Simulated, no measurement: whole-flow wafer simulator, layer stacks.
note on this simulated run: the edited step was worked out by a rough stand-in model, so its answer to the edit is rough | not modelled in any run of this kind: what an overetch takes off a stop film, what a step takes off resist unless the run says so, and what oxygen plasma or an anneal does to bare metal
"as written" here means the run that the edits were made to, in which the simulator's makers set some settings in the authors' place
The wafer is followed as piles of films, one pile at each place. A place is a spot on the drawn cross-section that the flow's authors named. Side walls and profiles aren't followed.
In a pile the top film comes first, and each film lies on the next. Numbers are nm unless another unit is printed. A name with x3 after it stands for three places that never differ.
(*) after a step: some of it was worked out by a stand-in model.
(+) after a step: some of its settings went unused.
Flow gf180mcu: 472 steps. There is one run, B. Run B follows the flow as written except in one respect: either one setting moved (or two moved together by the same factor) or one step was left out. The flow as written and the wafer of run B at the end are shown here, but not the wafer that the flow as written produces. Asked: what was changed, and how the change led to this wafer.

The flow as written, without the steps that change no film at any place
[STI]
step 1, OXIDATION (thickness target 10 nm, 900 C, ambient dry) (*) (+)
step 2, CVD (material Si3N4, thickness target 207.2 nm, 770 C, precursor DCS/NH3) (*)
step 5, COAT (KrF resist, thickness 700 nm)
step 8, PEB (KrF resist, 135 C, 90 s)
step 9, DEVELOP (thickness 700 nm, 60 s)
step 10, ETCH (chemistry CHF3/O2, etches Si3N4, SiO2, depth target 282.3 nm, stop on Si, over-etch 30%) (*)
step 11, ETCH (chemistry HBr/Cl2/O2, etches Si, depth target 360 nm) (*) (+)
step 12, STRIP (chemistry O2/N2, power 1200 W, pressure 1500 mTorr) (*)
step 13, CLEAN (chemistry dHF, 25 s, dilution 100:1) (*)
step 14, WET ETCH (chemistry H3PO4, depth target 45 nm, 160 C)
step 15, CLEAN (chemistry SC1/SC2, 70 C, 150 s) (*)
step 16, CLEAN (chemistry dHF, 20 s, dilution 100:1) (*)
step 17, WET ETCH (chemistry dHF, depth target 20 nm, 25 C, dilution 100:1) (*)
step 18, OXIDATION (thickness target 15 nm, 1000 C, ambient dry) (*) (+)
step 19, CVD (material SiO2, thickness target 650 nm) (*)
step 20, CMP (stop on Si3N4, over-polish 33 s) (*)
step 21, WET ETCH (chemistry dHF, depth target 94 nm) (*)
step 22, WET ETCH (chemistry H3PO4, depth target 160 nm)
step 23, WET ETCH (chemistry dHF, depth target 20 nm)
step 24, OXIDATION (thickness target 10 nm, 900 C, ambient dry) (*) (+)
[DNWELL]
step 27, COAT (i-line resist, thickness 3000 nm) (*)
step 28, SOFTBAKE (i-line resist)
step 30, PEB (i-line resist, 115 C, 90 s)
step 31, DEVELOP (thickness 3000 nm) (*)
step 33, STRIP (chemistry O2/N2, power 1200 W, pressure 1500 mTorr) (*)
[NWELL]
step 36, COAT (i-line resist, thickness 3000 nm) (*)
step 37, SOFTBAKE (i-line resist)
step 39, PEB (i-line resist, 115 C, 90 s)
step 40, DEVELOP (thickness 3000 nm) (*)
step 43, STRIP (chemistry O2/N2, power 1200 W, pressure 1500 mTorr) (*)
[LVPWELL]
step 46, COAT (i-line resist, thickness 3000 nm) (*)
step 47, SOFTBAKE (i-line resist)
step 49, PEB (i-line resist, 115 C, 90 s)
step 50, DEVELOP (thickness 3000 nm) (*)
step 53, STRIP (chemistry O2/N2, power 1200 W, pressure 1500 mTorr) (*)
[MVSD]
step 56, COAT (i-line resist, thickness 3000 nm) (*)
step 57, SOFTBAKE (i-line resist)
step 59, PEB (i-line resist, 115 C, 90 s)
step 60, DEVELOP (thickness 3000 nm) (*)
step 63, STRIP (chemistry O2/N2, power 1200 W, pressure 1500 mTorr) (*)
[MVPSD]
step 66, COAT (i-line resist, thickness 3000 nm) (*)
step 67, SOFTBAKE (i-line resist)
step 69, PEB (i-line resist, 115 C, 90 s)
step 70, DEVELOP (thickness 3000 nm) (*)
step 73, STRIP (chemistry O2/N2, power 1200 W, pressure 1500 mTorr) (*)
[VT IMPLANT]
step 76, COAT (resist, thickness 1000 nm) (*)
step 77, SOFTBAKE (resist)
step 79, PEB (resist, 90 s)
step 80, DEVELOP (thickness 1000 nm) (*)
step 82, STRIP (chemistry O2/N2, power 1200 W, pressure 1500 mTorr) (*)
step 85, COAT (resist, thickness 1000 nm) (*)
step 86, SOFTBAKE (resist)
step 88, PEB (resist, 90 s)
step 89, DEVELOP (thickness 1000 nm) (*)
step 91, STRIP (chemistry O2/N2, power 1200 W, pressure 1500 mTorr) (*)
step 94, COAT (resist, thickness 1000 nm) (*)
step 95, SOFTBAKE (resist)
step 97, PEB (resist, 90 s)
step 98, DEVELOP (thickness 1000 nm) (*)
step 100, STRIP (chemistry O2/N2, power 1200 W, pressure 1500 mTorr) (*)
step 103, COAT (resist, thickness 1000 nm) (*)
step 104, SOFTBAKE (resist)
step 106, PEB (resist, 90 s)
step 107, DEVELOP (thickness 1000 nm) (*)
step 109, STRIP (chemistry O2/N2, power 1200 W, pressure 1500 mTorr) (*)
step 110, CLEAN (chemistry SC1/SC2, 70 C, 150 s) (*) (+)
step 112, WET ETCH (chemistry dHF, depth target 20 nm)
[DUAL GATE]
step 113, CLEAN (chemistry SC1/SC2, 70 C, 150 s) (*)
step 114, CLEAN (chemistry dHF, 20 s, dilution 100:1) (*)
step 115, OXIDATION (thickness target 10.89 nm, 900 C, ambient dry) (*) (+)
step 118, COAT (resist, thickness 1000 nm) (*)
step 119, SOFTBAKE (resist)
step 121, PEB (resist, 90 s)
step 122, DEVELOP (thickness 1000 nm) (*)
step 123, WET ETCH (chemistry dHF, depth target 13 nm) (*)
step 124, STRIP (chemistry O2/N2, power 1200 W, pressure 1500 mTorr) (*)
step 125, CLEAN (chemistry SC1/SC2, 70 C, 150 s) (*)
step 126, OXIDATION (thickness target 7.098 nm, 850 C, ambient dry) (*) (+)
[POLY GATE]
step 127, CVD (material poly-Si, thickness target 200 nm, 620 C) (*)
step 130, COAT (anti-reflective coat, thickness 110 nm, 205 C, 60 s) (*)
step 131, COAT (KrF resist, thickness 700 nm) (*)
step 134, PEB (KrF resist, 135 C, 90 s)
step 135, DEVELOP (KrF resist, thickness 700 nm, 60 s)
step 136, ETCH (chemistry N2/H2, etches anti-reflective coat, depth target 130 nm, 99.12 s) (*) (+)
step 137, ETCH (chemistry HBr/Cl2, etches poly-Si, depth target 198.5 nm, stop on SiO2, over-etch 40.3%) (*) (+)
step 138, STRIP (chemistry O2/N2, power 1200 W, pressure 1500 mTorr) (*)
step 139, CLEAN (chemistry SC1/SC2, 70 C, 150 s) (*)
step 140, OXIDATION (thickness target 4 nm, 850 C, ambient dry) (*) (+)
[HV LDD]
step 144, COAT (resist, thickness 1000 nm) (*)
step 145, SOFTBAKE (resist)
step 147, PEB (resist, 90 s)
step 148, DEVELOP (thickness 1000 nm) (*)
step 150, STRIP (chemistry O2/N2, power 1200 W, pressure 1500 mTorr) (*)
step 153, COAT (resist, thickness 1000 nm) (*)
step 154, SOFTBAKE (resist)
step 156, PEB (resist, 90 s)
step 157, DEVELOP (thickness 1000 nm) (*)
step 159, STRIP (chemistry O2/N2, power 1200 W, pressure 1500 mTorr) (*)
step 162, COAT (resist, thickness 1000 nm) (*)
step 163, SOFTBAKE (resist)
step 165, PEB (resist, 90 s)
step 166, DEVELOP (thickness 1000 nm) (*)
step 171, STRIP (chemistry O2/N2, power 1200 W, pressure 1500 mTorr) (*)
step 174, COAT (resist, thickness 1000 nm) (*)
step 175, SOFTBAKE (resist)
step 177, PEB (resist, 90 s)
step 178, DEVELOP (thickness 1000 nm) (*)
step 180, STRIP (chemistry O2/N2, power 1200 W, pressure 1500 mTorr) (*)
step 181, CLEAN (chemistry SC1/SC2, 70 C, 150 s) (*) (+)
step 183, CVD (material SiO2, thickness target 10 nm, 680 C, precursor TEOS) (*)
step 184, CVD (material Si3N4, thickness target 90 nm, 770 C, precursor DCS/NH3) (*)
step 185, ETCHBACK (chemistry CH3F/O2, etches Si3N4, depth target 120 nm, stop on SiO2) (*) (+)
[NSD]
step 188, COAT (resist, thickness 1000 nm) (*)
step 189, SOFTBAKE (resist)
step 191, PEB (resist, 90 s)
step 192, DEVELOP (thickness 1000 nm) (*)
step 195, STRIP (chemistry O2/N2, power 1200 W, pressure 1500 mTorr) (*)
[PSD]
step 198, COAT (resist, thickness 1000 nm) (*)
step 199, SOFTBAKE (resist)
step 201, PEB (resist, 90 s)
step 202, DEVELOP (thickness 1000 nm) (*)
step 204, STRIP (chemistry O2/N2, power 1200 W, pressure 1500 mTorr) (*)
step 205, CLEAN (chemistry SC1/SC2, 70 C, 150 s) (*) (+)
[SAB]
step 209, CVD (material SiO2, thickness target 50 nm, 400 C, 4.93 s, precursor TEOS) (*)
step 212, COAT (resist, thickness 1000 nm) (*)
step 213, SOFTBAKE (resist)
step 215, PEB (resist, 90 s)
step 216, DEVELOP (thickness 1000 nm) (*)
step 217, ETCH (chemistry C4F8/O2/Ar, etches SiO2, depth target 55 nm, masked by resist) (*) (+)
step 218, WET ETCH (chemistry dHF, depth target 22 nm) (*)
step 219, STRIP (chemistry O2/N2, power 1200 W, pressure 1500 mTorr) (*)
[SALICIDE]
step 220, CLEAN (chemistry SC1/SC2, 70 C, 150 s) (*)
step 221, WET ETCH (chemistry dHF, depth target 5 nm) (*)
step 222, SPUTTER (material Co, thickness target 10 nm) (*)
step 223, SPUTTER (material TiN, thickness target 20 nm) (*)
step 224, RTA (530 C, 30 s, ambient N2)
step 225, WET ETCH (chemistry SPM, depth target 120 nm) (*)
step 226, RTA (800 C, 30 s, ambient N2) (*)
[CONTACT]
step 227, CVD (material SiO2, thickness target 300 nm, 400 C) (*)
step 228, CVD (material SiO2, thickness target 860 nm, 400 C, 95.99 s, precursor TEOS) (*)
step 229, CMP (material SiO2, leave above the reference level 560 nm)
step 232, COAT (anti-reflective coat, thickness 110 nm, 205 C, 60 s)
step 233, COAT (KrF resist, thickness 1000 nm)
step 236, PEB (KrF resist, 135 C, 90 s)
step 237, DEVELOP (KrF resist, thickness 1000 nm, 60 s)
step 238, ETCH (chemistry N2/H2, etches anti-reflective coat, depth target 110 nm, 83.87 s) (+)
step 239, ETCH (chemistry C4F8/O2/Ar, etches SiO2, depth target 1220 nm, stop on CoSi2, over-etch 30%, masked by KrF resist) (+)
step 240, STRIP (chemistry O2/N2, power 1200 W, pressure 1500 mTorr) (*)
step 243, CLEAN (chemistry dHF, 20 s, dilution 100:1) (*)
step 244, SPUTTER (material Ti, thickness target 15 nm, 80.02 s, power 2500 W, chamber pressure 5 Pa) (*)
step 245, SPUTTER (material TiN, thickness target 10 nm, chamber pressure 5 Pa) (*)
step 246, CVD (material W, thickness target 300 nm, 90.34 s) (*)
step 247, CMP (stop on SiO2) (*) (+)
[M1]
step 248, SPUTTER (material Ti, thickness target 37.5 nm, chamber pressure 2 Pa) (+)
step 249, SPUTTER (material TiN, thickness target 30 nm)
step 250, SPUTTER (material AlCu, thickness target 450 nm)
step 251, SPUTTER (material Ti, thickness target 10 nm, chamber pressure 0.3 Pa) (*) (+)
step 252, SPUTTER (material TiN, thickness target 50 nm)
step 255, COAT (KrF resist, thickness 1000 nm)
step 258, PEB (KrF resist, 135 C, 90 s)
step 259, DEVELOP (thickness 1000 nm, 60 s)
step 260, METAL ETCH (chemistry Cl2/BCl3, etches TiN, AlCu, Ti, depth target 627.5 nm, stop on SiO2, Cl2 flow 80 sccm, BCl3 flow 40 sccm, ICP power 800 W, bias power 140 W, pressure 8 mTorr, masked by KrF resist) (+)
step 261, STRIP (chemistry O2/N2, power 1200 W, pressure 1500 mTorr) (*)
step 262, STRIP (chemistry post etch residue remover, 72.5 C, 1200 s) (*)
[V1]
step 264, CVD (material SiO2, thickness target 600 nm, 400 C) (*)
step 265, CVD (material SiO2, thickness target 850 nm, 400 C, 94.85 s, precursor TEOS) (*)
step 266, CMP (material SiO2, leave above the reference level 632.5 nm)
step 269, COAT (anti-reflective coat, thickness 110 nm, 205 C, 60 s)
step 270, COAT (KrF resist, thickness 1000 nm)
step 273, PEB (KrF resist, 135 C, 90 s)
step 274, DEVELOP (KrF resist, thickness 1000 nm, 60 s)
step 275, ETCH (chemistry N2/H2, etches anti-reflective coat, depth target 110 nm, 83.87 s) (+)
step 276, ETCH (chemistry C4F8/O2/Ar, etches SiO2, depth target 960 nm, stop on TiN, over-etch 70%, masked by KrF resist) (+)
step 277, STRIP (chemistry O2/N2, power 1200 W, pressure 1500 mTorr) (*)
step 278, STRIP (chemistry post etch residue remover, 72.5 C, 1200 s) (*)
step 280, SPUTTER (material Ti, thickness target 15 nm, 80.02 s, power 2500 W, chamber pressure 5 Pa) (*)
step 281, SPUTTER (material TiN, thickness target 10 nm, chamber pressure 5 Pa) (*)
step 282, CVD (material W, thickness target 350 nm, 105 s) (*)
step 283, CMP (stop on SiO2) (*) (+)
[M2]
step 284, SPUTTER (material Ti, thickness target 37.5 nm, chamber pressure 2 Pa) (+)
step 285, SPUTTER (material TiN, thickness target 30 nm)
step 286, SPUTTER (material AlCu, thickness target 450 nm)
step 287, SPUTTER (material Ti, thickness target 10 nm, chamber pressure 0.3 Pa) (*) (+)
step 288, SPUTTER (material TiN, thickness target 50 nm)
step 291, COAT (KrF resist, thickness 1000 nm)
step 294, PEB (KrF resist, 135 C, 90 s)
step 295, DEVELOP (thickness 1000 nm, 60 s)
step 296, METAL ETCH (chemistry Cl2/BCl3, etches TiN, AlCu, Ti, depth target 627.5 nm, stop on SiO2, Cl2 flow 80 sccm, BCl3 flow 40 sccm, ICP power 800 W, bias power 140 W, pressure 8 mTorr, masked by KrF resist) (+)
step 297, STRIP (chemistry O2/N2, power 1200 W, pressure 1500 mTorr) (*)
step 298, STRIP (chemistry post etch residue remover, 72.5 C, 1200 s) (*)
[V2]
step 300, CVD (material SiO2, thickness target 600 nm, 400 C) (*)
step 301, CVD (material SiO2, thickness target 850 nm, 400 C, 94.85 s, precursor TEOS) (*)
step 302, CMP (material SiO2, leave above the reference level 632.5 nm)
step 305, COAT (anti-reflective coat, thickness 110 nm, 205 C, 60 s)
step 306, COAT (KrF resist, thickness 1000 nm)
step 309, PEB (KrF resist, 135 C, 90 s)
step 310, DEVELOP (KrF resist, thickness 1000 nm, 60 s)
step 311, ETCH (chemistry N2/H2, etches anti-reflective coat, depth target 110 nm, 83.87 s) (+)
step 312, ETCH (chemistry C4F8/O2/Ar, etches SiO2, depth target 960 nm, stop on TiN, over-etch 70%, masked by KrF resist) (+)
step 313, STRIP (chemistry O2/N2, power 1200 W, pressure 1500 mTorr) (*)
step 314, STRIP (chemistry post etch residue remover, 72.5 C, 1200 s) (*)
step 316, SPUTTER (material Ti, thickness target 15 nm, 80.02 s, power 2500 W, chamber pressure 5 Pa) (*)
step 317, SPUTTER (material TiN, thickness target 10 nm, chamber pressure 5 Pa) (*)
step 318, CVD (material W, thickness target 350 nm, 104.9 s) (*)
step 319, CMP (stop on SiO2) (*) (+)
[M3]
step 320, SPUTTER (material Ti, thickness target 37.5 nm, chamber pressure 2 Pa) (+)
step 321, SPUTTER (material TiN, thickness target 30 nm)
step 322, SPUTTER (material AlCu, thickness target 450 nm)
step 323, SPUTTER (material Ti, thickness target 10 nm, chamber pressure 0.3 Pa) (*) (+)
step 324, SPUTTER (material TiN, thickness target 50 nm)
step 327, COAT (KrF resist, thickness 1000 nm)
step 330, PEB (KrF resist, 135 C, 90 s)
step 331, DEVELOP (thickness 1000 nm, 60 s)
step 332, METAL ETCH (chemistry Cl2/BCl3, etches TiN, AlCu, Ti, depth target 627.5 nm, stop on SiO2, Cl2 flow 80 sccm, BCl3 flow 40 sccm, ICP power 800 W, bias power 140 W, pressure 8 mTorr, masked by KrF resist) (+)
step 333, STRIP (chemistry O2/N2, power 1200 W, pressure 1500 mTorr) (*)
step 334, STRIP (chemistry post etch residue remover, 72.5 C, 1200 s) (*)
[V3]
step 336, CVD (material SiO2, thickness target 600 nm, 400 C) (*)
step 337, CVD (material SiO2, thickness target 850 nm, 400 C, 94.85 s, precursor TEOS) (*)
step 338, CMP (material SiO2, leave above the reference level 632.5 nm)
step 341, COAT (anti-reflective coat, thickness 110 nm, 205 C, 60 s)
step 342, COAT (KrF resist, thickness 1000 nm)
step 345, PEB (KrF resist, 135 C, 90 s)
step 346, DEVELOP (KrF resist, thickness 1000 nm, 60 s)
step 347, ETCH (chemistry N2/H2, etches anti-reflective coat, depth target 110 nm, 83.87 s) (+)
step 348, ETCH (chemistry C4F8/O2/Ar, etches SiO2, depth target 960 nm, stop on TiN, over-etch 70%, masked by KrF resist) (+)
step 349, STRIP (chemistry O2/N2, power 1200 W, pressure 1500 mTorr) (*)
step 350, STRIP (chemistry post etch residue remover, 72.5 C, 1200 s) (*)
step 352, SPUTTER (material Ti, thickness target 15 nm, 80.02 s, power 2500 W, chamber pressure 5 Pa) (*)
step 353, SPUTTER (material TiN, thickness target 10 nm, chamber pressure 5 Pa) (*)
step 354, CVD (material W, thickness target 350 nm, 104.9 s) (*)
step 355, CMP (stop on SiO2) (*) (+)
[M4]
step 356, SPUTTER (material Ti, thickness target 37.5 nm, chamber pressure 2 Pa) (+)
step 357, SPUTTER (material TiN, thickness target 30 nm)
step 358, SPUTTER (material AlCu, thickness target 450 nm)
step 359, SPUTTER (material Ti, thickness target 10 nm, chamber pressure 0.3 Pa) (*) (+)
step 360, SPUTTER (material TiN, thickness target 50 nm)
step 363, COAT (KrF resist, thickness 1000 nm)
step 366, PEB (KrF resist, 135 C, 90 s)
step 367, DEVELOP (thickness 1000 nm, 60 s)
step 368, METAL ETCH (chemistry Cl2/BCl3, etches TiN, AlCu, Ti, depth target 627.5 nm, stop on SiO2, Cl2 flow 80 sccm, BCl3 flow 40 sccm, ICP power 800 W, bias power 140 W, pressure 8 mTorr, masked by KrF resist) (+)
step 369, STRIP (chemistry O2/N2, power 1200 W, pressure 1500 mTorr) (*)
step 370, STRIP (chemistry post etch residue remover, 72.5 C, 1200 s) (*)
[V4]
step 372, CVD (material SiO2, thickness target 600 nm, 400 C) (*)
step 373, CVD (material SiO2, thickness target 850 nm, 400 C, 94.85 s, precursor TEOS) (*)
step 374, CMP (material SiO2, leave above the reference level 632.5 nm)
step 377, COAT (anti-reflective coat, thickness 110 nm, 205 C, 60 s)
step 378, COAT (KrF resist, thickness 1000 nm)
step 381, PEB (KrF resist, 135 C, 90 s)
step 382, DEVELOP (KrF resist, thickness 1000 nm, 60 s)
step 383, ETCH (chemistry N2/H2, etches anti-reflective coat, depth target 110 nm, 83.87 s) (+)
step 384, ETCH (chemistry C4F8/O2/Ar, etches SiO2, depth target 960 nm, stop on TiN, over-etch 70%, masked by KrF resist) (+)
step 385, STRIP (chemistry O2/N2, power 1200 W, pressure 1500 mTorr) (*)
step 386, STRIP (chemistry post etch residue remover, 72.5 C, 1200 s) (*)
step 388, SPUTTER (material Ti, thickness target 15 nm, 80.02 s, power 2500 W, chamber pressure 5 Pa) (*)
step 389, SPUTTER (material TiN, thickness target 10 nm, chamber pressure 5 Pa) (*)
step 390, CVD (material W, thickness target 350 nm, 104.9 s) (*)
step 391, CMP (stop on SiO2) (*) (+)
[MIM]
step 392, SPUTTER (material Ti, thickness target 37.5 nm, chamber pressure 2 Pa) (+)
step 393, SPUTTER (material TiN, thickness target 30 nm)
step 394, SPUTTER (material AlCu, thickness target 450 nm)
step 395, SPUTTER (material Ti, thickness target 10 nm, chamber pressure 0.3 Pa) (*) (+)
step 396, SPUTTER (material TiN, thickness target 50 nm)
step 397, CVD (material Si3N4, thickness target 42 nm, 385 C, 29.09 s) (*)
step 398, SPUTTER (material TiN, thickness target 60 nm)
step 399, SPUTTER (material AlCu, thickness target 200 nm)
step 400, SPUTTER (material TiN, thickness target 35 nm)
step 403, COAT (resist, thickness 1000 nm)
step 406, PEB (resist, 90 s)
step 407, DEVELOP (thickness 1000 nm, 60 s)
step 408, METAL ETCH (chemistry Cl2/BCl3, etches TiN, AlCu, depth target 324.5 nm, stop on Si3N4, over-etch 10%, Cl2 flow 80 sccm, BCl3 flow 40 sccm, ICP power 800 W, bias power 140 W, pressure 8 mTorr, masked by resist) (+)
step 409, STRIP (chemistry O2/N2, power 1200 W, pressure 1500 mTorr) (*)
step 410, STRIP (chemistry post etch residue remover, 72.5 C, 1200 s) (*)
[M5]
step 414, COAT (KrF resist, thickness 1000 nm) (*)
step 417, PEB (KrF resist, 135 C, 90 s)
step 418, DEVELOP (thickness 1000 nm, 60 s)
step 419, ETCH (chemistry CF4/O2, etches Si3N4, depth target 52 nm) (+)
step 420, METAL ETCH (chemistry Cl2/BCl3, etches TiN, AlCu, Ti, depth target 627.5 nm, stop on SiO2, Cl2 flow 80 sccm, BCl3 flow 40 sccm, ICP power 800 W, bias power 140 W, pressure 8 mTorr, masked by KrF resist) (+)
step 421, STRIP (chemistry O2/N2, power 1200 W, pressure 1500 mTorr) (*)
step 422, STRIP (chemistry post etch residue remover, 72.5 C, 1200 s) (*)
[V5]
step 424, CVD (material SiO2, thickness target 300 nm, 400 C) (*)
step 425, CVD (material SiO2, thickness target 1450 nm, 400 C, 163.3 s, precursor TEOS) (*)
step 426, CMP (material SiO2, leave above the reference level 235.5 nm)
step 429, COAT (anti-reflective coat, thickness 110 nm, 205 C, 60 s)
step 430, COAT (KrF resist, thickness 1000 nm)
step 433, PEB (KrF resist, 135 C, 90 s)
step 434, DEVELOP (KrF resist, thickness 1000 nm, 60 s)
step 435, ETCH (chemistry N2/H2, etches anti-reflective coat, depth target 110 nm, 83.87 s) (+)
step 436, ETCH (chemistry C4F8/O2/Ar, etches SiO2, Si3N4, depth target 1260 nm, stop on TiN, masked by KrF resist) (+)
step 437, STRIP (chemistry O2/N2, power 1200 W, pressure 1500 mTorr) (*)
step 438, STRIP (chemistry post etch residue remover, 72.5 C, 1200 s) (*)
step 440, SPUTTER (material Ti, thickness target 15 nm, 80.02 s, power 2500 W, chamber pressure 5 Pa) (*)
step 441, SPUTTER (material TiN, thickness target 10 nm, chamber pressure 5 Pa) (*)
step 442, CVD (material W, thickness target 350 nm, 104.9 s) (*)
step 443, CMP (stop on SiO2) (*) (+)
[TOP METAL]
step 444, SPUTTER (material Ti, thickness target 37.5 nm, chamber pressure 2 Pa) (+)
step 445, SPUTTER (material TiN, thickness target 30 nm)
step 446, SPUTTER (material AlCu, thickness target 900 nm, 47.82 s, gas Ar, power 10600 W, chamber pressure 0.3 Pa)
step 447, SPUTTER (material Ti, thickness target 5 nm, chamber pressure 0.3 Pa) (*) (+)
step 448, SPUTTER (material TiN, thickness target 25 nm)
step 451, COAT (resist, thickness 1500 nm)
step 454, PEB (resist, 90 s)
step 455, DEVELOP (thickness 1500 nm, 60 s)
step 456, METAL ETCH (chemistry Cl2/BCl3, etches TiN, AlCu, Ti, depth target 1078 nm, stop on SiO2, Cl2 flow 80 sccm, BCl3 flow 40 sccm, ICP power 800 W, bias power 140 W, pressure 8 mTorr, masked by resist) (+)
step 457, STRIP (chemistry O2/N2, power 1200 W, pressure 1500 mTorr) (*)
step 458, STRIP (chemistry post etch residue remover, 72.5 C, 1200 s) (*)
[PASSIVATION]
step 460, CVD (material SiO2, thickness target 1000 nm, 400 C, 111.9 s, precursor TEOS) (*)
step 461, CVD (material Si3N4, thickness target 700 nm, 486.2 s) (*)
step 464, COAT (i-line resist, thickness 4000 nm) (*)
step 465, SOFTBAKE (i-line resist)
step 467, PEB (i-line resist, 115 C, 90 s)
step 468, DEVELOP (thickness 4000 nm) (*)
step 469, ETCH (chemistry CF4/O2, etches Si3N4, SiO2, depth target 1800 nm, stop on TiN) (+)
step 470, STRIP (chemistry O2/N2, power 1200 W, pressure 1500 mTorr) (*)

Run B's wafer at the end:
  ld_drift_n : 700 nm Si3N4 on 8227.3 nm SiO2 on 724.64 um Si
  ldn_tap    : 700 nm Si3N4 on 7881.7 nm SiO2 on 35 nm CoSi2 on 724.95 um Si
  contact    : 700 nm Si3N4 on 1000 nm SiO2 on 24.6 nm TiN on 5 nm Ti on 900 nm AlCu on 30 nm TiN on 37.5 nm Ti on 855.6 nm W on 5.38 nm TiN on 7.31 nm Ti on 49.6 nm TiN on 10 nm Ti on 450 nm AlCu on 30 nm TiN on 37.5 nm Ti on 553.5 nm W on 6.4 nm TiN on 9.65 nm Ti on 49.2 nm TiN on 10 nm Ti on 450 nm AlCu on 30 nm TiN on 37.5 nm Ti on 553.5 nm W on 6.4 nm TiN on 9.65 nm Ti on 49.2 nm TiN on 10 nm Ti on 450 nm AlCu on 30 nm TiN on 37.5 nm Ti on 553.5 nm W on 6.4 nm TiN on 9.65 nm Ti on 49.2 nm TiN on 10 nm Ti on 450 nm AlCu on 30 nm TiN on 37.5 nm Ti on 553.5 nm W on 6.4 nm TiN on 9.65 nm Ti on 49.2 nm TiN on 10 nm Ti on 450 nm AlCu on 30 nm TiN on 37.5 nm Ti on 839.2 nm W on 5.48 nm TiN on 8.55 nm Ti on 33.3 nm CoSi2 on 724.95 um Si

Cause: step 440, SPUTTER: thickness target 13.5 nm was run, while the flow as written has thickness target 15 nm.

Step by step, how the change led to this:
  step 440, SPUTTER (material Ti, thickness target 15 nm, 80.02 s, power 2500 W, chamber pressure 5 Pa) (*)
      field, field__w1, field__w2 and 108 more: Ti gains 13.5 (new film) (in the flow as written it would be: Ti gains 15 (new film))
      contact: Ti gains 7.31 (new film) (in the flow as written it would be: Ti gains 8.12 (new film))
  step 443, CMP (stop on SiO2) (*) (+)
      field, field__w1, field__w2 and 108 more: W loses 350 (all of it), TiN loses 10 (all of it), Ti loses 13.5 (all of it), SiO2 loses 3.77 (in the flow as written it would be: W loses 350 (all of it), TiN loses 10 (all of it), Ti loses 15 (all of it), SiO2 loses 3.78)
